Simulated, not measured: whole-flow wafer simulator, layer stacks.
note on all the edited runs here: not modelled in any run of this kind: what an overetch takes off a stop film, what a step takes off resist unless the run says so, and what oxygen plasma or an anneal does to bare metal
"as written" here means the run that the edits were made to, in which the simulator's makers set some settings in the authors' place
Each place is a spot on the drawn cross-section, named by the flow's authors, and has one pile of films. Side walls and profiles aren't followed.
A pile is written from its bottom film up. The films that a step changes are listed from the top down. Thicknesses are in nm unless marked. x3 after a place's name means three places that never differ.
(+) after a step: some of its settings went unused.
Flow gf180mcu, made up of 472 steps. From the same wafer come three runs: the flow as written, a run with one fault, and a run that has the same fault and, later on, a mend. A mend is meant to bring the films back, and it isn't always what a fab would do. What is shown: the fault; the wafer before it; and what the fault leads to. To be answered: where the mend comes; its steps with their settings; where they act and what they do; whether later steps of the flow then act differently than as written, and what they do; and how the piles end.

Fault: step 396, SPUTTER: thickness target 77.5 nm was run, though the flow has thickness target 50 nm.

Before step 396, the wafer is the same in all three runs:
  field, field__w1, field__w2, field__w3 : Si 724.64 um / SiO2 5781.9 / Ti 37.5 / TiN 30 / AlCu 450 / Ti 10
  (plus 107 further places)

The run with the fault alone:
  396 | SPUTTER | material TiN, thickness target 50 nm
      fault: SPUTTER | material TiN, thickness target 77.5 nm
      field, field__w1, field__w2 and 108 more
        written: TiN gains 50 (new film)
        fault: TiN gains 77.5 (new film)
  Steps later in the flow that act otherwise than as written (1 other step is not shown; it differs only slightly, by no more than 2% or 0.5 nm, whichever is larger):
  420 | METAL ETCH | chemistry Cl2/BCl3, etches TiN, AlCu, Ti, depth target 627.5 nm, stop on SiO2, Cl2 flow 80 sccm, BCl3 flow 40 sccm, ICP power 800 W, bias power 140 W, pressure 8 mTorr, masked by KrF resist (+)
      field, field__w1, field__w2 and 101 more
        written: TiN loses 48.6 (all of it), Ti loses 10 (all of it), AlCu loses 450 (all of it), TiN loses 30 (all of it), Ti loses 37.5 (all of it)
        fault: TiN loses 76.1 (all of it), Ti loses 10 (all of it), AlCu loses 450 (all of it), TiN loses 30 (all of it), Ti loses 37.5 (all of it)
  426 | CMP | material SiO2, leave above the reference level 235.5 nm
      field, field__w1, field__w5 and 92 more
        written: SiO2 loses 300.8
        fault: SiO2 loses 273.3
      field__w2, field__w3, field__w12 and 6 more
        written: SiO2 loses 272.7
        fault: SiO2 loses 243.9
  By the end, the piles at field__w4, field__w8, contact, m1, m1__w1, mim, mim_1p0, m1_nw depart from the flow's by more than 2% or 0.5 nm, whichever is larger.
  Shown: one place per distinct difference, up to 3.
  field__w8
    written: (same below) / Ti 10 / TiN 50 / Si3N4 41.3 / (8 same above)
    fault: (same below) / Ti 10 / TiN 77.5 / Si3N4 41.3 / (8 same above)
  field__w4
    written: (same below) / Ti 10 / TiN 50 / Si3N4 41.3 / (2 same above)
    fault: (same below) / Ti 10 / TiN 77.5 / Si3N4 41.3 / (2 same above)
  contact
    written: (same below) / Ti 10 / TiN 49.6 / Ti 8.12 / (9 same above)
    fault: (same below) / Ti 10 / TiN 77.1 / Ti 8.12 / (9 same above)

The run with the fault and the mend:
  The mend follows step 396.
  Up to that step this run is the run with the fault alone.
  396a | METAL ETCH | chemistry Cl2/BCl3, etches TiN, AlCu, Ti, depth target 27.5 nm, Cl2 flow 80 sccm, BCl3 flow 40 sccm, ICP power 800 W, bias power 140 W, pressure 8 mTorr (the flow's step 260 again, with other settings)
      field, field__w1, field__w2 and 108 more
        TiN loses 27.5
  None of the later steps of the flow acts differently than as written at any place that is followed.
  The piles end the same as the flow's at every place that both follow.
